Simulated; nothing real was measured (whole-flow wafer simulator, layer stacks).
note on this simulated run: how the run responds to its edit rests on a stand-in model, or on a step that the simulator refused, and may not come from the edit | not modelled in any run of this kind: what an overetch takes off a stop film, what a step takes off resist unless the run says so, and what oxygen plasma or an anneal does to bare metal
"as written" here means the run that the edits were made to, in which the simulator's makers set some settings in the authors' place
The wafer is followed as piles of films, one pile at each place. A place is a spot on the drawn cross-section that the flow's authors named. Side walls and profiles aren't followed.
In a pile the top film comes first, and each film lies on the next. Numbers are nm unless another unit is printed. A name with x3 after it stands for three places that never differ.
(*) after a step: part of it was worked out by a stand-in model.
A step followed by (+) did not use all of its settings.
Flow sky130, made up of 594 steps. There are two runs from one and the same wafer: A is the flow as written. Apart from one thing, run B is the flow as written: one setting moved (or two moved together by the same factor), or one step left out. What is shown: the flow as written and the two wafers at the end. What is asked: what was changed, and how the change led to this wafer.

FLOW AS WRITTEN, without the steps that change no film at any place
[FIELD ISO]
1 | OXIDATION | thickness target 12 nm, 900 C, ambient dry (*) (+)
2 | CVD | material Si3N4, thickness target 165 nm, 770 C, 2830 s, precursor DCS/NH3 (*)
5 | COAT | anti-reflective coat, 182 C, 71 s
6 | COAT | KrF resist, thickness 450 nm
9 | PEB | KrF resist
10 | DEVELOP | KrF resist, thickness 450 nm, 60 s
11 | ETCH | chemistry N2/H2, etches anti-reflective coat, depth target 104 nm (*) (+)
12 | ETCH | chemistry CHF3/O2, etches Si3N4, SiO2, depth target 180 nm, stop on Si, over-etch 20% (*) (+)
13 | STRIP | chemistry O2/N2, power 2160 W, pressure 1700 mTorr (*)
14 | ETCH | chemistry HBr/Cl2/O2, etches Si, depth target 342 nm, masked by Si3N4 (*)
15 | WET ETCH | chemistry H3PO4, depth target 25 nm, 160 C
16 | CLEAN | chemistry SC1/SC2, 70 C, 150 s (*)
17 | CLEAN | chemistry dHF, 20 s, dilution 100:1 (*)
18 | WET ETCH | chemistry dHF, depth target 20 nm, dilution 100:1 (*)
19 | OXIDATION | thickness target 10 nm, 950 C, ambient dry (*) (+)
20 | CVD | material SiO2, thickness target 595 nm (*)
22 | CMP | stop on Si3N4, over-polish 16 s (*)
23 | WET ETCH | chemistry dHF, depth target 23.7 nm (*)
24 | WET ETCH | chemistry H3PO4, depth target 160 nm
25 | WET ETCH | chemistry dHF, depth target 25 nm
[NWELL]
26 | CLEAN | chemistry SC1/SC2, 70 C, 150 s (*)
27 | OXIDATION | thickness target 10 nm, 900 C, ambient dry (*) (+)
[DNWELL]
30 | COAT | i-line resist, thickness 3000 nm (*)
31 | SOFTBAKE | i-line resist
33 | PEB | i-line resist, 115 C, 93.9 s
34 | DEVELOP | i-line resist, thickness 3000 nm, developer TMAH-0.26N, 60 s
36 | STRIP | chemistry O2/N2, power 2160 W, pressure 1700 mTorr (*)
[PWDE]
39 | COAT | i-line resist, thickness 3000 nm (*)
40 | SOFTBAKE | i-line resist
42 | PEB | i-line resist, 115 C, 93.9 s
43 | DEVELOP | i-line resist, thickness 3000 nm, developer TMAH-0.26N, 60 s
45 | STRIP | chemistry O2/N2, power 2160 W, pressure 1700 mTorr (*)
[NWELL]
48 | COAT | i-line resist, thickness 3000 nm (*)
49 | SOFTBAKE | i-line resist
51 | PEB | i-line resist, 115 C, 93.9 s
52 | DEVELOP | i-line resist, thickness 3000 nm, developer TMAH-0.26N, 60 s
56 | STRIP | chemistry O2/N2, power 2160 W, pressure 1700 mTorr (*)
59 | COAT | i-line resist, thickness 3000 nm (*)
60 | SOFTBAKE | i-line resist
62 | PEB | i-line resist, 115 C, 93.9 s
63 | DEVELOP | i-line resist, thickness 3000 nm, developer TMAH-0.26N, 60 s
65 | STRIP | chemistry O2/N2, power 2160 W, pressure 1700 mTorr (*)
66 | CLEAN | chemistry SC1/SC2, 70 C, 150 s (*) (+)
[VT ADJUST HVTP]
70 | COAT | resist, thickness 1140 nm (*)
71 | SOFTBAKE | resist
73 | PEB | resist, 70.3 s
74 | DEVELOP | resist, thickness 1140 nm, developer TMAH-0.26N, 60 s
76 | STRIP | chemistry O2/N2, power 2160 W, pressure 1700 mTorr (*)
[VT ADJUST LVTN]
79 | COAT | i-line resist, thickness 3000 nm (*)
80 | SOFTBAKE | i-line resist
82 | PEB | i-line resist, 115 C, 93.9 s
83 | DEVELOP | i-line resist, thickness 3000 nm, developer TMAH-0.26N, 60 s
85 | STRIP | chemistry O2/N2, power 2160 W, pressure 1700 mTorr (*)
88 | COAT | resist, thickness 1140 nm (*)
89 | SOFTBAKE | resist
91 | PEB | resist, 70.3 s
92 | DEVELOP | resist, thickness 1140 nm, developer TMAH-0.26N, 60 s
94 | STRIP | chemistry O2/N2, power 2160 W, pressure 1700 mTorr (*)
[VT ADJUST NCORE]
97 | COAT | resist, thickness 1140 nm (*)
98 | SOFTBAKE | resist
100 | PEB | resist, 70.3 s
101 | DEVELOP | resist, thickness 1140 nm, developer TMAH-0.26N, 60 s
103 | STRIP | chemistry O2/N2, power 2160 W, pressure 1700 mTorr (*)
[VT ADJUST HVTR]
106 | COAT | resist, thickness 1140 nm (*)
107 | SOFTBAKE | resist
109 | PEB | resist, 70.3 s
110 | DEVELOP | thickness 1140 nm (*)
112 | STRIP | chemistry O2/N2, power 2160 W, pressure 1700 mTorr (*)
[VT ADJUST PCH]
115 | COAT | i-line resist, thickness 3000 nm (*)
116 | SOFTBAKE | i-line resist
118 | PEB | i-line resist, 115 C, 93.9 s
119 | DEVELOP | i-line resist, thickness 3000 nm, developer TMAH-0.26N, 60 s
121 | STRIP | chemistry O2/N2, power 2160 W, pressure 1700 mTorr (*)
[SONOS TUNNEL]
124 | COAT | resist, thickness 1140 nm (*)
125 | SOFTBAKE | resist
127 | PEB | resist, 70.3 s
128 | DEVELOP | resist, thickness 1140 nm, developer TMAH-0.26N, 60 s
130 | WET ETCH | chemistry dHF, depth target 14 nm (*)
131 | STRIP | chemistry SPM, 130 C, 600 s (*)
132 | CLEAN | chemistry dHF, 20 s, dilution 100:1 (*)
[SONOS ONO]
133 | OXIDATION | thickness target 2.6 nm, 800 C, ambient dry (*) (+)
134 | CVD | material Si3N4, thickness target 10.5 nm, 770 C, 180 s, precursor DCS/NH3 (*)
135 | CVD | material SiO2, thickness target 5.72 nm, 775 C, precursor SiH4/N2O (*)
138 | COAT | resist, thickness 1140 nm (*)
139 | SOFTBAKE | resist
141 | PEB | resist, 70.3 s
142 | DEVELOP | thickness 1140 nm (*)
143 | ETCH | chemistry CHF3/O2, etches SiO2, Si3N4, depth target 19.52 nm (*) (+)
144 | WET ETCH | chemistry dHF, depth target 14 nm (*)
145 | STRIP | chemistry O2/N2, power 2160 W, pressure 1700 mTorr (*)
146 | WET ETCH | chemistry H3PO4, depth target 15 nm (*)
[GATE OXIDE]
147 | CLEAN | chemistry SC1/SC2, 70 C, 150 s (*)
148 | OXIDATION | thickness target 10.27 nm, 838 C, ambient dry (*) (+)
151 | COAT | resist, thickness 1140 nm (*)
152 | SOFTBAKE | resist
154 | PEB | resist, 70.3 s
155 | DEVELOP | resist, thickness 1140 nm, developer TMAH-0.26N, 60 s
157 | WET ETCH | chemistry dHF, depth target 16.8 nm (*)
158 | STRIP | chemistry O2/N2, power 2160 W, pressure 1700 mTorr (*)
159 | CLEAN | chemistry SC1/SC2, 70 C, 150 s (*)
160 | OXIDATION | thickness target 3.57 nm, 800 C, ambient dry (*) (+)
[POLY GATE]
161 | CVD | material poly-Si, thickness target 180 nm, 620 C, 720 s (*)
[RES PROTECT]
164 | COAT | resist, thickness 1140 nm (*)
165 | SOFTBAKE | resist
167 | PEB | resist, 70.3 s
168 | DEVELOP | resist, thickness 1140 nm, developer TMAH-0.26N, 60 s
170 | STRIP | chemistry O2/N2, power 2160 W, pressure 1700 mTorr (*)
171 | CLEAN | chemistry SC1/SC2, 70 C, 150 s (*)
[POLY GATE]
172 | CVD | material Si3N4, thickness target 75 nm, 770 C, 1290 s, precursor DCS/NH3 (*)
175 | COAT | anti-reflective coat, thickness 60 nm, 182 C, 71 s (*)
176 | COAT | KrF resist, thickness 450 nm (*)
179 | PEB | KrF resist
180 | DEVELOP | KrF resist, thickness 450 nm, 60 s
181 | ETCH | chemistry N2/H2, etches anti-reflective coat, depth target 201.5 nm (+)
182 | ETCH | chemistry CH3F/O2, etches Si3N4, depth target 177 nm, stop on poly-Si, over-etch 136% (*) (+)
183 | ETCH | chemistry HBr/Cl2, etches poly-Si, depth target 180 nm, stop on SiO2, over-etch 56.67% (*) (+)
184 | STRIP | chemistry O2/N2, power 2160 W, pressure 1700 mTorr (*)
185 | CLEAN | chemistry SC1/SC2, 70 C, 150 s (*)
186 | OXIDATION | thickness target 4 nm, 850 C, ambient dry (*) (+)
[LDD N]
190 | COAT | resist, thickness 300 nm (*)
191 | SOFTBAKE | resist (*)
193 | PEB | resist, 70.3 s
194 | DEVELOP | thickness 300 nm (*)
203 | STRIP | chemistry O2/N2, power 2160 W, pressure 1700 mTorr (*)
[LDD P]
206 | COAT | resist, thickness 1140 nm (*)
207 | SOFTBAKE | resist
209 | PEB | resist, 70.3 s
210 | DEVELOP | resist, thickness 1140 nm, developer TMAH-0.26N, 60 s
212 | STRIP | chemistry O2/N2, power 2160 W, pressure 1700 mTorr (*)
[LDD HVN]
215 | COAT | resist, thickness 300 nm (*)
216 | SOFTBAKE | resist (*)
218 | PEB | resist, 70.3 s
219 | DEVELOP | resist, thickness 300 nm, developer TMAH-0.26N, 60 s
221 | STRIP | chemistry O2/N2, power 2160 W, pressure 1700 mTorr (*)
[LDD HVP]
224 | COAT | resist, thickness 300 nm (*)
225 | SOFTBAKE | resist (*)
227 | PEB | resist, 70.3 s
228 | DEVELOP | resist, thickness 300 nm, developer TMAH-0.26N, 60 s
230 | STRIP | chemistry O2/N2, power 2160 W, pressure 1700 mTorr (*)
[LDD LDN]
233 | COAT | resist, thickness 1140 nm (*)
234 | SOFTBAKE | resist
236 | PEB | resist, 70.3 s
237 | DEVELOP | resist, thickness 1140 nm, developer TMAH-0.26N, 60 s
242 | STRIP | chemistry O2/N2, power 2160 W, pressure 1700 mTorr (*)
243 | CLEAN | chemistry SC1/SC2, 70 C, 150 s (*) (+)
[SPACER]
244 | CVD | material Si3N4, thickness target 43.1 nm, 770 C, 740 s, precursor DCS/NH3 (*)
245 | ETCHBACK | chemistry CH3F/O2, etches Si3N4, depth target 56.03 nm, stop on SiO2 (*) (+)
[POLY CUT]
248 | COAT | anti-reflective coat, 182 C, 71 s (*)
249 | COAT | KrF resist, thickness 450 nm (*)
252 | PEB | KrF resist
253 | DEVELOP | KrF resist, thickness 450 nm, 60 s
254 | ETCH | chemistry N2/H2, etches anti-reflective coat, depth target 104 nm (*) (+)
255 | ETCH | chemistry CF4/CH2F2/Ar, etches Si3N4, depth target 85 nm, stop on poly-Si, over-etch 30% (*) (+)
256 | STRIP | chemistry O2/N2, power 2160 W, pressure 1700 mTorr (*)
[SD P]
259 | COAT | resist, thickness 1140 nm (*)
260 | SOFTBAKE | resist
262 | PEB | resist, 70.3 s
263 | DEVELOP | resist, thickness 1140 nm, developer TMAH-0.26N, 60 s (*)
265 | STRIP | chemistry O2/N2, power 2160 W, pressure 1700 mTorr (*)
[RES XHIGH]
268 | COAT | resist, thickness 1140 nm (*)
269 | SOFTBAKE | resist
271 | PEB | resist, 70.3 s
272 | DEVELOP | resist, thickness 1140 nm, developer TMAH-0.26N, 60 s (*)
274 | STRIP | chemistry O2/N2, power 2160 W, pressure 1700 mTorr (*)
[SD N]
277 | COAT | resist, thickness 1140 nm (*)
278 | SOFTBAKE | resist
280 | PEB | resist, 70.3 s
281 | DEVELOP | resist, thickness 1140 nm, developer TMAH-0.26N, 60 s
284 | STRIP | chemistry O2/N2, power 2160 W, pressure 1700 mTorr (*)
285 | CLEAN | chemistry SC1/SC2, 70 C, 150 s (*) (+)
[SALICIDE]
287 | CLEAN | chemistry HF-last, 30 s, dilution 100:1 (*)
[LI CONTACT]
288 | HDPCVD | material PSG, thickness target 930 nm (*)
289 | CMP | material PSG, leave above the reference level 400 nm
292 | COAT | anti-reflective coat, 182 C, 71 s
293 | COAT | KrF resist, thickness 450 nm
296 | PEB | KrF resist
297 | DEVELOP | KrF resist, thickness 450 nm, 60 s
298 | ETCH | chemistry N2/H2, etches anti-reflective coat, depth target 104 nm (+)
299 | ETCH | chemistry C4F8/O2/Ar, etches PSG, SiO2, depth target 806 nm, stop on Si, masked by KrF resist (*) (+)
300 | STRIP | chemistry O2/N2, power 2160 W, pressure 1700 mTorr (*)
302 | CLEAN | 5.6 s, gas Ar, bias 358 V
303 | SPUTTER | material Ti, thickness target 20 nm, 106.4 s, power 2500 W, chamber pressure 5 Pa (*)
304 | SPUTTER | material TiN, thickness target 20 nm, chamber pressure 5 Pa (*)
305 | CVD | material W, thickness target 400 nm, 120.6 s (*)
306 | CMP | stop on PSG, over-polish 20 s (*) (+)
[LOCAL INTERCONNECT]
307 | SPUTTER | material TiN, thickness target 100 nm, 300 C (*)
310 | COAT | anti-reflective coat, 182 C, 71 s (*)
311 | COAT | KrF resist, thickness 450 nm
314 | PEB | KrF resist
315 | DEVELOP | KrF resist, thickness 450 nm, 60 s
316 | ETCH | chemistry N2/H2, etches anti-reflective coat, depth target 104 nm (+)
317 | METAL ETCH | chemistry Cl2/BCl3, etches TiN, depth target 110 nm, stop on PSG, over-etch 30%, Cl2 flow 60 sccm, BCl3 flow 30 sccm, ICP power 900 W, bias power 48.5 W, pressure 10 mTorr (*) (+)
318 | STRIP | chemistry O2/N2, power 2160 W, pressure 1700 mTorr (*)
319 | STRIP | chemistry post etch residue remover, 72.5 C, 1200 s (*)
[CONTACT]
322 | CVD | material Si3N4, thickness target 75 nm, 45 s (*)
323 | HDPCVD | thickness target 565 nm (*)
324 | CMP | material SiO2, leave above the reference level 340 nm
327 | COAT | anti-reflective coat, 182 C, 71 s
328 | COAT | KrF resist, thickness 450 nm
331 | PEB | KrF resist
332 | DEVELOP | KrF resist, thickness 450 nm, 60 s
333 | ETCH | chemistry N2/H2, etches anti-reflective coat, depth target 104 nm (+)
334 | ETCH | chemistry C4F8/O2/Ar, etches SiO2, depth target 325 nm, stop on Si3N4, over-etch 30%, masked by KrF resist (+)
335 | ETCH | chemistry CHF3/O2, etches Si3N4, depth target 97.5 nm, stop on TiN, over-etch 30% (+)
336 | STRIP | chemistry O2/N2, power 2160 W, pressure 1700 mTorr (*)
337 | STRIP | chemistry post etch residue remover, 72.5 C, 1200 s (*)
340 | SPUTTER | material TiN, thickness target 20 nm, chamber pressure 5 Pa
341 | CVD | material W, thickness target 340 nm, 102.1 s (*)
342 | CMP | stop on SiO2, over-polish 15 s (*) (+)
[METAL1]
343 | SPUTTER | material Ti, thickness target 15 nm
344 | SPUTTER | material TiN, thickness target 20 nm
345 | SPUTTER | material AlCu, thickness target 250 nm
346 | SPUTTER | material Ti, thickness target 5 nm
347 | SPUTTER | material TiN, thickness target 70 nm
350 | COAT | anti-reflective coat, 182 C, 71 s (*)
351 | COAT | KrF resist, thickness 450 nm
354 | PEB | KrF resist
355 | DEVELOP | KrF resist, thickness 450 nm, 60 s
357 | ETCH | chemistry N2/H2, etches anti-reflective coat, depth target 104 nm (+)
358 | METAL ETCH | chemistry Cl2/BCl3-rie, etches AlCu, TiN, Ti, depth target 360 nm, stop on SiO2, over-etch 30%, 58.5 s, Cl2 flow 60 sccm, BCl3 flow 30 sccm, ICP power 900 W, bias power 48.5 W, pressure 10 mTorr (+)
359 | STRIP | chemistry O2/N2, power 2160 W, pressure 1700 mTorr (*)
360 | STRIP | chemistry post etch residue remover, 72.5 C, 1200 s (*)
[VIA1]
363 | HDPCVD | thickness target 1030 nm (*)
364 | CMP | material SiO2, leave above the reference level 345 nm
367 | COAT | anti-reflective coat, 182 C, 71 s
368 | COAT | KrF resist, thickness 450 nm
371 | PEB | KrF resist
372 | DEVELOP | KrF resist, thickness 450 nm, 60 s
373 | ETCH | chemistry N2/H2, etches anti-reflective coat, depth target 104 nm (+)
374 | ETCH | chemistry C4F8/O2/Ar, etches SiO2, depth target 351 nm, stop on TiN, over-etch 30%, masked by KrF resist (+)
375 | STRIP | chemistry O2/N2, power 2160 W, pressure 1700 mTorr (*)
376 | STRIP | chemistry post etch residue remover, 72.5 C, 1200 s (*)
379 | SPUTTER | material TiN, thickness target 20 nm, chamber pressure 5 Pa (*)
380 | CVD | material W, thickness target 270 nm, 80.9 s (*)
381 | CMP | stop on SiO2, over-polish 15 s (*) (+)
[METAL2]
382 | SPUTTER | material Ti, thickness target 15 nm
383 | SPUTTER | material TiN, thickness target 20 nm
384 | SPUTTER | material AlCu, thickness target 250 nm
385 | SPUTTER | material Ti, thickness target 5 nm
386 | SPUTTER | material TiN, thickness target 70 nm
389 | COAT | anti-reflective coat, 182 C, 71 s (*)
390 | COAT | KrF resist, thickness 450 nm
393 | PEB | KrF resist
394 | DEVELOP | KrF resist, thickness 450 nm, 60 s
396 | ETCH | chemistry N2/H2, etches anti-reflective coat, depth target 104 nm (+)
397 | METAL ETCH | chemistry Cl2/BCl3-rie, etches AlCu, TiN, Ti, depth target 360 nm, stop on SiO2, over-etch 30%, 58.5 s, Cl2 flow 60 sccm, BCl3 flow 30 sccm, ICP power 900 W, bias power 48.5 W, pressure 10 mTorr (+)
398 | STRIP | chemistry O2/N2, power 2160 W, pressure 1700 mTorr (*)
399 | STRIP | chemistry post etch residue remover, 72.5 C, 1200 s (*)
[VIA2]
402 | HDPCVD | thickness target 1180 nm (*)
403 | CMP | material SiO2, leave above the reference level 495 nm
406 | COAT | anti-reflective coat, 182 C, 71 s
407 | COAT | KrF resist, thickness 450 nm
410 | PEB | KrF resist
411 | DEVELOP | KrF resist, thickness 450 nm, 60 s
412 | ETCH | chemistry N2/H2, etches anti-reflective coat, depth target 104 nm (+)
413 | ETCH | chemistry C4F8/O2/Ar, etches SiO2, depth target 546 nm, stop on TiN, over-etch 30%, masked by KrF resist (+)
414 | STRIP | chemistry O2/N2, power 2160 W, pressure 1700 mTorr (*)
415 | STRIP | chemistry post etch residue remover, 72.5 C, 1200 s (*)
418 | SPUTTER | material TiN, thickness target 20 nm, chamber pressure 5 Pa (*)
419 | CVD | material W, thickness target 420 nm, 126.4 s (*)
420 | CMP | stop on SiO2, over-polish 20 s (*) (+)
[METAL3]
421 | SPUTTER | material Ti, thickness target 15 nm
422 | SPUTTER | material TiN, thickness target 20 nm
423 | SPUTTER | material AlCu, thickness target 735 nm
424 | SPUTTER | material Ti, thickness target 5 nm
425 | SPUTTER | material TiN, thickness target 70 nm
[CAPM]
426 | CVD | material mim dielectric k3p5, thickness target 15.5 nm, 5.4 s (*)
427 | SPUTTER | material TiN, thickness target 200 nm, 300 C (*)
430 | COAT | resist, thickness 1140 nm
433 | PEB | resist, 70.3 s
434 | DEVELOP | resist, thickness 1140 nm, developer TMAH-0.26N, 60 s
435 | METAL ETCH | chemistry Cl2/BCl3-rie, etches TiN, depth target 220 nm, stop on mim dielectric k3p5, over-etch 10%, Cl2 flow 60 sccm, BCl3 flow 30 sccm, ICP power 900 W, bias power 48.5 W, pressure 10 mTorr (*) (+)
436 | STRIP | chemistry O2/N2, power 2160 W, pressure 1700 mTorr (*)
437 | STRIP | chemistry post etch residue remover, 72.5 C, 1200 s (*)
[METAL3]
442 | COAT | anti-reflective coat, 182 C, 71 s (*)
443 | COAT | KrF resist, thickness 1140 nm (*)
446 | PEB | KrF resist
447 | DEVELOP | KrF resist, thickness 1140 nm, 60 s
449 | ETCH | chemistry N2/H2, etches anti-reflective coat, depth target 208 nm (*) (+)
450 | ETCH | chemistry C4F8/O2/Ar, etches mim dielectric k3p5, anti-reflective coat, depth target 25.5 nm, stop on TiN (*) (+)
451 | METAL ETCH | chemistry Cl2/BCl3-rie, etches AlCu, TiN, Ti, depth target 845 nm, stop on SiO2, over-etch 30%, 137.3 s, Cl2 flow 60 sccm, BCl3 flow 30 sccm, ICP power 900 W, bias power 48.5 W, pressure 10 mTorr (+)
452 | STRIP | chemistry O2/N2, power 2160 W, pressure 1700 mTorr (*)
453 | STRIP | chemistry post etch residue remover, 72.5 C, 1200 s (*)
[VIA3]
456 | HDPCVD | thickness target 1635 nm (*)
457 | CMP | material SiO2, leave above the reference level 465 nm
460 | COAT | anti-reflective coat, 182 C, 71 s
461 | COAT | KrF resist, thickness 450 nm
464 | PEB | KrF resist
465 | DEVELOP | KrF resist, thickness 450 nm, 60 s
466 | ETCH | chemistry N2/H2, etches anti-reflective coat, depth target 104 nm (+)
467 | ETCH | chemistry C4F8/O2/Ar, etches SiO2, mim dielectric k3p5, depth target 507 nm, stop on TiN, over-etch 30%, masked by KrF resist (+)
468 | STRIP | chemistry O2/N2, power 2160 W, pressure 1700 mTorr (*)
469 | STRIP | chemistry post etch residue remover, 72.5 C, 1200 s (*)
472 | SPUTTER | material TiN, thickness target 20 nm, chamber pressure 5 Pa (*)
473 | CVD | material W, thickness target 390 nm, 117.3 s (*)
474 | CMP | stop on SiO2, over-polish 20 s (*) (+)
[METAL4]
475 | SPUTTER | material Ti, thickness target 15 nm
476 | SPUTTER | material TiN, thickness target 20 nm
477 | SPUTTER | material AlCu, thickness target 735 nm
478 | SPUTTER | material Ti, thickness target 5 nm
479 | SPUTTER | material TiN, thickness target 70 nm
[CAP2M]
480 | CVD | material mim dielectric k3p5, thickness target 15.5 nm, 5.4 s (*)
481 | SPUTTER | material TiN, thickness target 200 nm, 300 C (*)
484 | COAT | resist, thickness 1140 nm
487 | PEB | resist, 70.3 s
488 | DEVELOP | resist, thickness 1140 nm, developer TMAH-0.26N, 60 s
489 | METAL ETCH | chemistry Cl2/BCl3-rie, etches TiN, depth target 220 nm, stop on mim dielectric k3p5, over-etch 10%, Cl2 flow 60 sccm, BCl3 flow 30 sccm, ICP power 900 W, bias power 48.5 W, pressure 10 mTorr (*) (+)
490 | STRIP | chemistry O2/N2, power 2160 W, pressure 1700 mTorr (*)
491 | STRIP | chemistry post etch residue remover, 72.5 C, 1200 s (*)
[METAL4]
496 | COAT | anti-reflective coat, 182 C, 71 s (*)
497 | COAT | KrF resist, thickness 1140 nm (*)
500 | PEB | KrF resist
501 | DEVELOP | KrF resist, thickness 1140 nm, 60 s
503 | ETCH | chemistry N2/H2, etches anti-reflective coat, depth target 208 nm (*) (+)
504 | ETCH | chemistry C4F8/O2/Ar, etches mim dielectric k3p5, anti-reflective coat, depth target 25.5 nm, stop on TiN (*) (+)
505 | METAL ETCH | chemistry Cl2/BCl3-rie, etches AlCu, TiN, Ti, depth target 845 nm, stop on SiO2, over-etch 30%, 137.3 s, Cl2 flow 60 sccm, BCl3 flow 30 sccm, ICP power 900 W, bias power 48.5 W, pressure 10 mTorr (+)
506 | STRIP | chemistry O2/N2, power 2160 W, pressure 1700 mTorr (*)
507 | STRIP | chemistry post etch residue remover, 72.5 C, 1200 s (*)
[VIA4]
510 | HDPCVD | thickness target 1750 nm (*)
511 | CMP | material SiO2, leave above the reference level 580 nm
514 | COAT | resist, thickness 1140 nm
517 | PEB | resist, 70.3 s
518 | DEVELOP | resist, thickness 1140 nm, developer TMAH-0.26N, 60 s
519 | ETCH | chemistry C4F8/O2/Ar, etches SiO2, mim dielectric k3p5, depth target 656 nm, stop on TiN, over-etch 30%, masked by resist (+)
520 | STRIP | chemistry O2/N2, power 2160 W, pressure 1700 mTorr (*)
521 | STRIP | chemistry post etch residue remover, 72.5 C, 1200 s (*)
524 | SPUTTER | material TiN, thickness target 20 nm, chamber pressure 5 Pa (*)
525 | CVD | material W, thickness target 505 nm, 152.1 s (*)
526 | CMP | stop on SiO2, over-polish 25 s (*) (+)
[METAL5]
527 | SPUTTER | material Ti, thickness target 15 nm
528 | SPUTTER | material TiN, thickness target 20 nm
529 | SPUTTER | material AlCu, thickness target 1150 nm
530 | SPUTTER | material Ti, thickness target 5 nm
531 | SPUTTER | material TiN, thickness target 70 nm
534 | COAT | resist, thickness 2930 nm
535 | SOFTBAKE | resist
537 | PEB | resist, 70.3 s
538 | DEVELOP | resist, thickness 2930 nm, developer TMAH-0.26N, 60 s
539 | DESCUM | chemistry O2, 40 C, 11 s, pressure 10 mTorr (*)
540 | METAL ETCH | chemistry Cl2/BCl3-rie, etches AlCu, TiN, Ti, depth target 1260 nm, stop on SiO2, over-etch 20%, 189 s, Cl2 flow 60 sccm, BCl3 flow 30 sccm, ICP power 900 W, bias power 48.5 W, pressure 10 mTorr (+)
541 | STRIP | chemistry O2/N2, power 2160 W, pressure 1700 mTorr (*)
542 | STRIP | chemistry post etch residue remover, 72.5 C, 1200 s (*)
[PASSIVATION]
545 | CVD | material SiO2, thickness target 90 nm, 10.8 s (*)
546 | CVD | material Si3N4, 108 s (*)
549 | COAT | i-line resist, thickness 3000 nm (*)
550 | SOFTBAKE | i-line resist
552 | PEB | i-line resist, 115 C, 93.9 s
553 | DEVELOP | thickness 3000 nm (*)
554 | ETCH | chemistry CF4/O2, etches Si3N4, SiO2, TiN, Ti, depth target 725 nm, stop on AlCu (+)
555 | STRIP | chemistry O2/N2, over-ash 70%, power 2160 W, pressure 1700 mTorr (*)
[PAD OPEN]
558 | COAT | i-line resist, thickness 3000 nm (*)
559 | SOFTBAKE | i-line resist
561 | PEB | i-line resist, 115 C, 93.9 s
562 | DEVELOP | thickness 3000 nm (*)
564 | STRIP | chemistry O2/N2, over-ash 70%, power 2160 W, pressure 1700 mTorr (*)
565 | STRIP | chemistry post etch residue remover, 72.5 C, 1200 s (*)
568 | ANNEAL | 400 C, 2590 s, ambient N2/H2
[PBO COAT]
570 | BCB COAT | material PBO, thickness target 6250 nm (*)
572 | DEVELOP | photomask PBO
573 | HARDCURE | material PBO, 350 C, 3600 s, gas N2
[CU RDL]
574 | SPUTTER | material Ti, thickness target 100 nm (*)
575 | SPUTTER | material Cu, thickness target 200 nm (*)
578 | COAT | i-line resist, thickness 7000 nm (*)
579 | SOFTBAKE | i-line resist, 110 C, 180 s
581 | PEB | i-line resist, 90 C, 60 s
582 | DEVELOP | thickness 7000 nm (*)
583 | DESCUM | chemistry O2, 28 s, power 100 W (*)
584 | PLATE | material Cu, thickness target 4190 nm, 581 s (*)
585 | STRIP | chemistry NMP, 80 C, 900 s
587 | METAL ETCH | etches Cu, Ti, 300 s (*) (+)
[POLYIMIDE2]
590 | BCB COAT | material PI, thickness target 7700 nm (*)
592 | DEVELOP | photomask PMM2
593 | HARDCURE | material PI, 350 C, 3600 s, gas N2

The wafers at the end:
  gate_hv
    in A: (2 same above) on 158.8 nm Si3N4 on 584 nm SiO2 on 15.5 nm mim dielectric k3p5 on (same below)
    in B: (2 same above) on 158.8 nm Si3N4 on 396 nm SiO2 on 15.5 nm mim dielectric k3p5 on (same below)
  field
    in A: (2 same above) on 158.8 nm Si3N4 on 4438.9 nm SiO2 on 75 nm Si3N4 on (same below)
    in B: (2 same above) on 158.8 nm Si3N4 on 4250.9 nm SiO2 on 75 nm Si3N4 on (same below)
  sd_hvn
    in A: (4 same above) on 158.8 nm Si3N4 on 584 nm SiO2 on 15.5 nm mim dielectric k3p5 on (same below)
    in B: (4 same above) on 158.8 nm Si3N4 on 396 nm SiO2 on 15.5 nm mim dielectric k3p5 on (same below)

The reason: step 511, CMP: leave above the reference level 392 nm was run, whereas the flow has leave above the reference level 580 nm.

Step by step, how the change led to this:
  511 | CMP | material SiO2, leave above the reference level 580 nm
      n_well, p_well, gate_hv and 99 more: A SiO2 loses 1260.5 | B SiO2 loses 1448.5
      field, active, gate and 77 more: A SiO2 loses 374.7 | B SiO2 loses 562.7
      (also at 11 further places)
  519 | ETCH | chemistry C4F8/O2/Ar, etches SiO2, mim dielectric k3p5, depth target 656 nm, stop on TiN, over-etch 30%, masked by resist (+)
      field, active, n_well and 188 more: A resist loses 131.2 | B resist loses 82.6
      m1: A SiO2 loses 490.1 (all of it), mim dielectric k3p5 loses 15.5 (all of it) | B SiO2 loses 302.1 (all of it), mim dielectric k3p5 loses 15.5 (all of it)
      (also at 1 further place)
  520 | STRIP | chemistry O2/N2, power 2160 W, pressure 1700 mTorr (*)
      field, active, n_well and 188 more: A resist loses 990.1 (all of it) | B resist loses 1038.7 (all of it)
  524 | SPUTTER | material TiN, thickness target 20 nm, chamber pressure 5 Pa (*)
      m1, via4_hole: A TiN gains 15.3 | B TiN gains 16.7
  525 | CVD | material W, thickness target 505 nm, 152.1 s (*)
      m1: A W gains 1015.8 (new film) | B W gains 629.6 (new film)
      via4_hole: A W gains 1015.2 (new film) | B W gains 630.7 (new film)
  526 | CMP | stop on SiO2, over-polish 25 s (*) (+)
      m1: A W loses 532.7 | B W loses 335.9
      via4_hole: A W loses 532.7 | B W loses 337.7
